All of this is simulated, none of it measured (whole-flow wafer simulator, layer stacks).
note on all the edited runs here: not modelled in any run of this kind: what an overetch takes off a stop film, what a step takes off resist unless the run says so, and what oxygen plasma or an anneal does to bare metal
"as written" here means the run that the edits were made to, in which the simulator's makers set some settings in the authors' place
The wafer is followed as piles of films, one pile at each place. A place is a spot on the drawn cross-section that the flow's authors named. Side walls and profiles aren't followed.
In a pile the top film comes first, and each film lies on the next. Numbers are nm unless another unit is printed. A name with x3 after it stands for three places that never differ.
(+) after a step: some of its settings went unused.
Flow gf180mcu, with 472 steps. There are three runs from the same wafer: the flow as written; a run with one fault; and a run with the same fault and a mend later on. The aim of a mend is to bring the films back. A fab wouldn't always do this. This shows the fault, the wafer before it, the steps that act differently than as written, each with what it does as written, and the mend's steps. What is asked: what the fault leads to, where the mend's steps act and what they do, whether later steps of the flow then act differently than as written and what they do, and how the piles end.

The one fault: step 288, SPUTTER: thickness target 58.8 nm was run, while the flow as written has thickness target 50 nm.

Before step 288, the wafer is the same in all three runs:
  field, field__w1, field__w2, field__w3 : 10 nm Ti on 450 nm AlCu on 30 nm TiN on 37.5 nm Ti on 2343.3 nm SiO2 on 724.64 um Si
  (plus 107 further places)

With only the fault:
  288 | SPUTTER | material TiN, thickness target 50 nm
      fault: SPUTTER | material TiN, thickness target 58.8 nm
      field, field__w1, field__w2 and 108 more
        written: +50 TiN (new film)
        fault: +58.8 TiN (new film)
  Steps further on in the flow that do not act as written (6 more steps, not shown, differ only slightly: by at most 2% or 0.5 nm, whichever is larger):
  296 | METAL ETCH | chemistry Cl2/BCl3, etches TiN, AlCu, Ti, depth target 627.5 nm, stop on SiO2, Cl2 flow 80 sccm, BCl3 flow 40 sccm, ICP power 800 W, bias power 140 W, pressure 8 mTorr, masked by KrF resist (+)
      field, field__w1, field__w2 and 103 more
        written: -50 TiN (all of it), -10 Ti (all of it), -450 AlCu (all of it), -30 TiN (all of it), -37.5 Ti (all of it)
        fault: -58.8 TiN (all of it), -10 Ti (all of it), -450 AlCu (all of it), -30 TiN (all of it), -37.5 Ti (all of it)
  The piles end different from the flow's at field__w8, contact, m1, m1__w1, m1_nw by more than 2% or 0.5 nm, whichever is larger.
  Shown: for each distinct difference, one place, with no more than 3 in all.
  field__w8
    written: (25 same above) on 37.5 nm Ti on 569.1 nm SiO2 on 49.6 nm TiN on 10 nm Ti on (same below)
    fault: (25 same above) on 37.5 nm Ti on 560.3 nm SiO2 on 58.4 nm TiN on 10 nm Ti on (same below)
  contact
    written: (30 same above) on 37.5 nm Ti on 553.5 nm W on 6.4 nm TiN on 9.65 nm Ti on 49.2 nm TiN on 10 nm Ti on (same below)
    fault: (30 same above) on 37.5 nm Ti on 544.6 nm W on 6.44 nm TiN on 9.7 nm Ti on 58 nm TiN on 10 nm Ti on (same below)

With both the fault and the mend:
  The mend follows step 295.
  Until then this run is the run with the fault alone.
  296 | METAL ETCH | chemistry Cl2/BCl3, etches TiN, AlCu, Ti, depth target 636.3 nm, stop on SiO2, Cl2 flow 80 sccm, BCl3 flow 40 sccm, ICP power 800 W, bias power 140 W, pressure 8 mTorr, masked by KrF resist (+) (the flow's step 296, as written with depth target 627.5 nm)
      field, field__w1, field__w2 and 103 more
        -58.8 TiN (all of it), -10 Ti (all of it), -450 AlCu (all of it), -30 TiN (all of it), -37.5 Ti (all of it)
      field__w8, contact, m1, m1__w1, m1_nw
        -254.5 KrF resist
  Every later step of the flow that is run acts as written, at every place that is followed, to within 2% or 0.5 nm, whichever is larger.
  The piles end different from the flow's at field__w8, contact, m1, m1__w1, m1_nw by more than 2% or 0.5 nm, whichever is larger.
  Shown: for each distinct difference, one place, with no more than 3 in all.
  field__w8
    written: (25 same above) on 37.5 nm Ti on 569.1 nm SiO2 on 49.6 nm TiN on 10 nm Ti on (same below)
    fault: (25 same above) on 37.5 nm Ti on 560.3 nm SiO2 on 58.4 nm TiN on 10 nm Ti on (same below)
    mend: (25 same above) on 37.5 nm Ti on 560.3 nm SiO2 on 58.4 nm TiN on 10 nm Ti on (same below)
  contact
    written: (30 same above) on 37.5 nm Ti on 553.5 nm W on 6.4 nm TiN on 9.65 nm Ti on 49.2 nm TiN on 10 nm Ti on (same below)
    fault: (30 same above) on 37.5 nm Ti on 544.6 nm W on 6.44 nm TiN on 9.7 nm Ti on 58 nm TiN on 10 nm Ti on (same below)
    mend: (30 same above) on 37.5 nm Ti on 544.6 nm W on 6.44 nm TiN on 9.7 nm Ti on 58 nm TiN on 10 nm Ti on (same below)
